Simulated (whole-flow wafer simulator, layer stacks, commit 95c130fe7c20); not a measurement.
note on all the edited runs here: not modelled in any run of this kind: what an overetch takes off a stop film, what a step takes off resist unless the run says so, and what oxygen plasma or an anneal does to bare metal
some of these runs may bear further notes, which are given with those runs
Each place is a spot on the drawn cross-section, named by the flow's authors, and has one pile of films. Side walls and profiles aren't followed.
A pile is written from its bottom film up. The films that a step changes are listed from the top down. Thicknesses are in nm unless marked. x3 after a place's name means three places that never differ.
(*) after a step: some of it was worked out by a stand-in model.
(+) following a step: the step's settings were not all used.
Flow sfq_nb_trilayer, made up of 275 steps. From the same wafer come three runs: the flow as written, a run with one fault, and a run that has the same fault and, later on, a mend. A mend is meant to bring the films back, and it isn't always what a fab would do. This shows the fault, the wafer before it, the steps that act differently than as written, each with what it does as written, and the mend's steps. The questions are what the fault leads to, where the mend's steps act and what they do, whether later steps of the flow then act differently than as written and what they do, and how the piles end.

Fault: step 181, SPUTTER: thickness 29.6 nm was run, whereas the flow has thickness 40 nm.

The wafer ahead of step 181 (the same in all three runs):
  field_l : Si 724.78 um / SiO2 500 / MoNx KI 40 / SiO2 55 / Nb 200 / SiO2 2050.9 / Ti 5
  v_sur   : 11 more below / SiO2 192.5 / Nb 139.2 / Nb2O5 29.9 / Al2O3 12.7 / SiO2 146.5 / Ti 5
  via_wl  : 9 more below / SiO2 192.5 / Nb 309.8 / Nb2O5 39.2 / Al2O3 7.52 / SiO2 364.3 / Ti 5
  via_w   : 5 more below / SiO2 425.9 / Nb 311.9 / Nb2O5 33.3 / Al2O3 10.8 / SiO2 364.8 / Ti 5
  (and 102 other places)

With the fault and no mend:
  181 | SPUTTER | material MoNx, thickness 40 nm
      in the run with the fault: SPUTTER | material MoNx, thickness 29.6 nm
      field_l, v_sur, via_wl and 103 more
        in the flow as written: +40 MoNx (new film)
        in the run with the fault: +29.6 MoNx (new film)
  Later steps of the flow acting differently than as written (not shown: 11 more steps that differ only slightly, by at most 2% or 0.5 nm, whichever is larger):
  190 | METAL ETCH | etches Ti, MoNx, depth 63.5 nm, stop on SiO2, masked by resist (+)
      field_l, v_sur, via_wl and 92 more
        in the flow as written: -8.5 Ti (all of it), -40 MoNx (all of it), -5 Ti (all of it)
        in the run with the fault: -8.5 Ti (all of it), -29.6 MoNx (all of it), -5 Ti (all of it)
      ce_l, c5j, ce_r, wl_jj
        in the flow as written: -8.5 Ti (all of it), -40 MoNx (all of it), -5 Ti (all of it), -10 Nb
        in the run with the fault: -8.5 Ti (all of it), -29.6 MoNx (all of it), -5 Ti (all of it), -20.4 Nb
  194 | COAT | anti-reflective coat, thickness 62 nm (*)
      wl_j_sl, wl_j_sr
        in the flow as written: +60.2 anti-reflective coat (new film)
        in the run with the fault: +58.3 anti-reflective coat (new film)
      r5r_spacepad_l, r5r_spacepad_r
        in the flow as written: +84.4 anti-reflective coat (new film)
        in the run with the fault: +79.9 anti-reflective coat (new film)
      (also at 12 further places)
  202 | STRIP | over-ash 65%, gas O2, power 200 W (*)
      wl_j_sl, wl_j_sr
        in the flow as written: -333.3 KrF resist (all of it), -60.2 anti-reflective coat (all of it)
        in the run with the fault: -333.5 KrF resist (all of it), -58.3 anti-reflective coat (all of it)
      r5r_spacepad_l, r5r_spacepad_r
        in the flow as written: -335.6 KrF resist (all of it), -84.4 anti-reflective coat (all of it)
        in the run with the fault: -335.2 KrF resist (all of it), -79.9 anti-reflective coat (all of it)
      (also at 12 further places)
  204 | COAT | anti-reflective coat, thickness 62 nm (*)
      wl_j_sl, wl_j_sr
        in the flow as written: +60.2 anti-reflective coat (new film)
        in the run with the fault: +58.3 anti-reflective coat (new film)
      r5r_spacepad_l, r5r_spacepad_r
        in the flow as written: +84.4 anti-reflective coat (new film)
        in the run with the fault: +79.9 anti-reflective coat (new film)
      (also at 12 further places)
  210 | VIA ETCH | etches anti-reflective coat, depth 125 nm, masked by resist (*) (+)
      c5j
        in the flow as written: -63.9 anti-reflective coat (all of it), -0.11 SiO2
        in the run with the fault: -66.8 anti-reflective coat (all of it), -0.1 SiO2
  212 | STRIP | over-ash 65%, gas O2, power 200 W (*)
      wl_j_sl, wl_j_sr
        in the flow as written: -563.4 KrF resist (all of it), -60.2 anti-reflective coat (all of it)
        in the run with the fault: -562.9 KrF resist (all of it), -58.3 anti-reflective coat (all of it)
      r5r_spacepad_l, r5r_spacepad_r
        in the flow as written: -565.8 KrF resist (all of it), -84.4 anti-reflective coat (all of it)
        in the run with the fault: -564.6 KrF resist (all of it), -79.9 anti-reflective coat (all of it)
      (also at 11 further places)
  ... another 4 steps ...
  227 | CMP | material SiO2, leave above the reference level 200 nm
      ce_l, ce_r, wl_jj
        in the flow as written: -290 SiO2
        in the run with the fault: -279.6 SiO2
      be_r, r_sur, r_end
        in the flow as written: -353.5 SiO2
        in the run with the fault: -343.1 SiO2
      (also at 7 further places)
  By the end, the piles at ce_l, c5j, ce_r and 8 more depart from the flow's by more than 2% or 0.5 nm, whichever is larger.
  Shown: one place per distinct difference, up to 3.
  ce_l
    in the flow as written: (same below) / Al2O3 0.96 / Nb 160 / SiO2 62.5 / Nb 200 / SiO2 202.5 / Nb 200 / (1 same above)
    in the run with the fault: (same below) / Al2O3 0.96 / Nb 149.6 / SiO2 62.5 / Nb 200 / SiO2 212.9 / Nb 200 / (1 same above)
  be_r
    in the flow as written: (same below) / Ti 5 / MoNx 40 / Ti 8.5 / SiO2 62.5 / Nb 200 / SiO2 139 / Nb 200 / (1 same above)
    in the run with the fault: (same below) / Ti 5 / MoNx 29.6 / Ti 8.5 / SiO2 62.5 / Nb 200 / SiO2 149.4 / Nb 200 / (1 same above)
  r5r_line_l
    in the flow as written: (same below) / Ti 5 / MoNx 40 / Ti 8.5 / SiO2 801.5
    in the run with the fault: (same below) / Ti 5 / MoNx 29.6 / Ti 8.5 / SiO2 811.9

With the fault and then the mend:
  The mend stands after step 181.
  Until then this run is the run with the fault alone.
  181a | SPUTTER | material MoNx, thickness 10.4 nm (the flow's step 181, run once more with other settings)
      field_l, v_sur, via_wl and 103 more
        +10.4 MoNx
  Later steps of the flow that are run all act as written at every place that is followed.
  At every place that both follow, the piles at the end match the flow's.
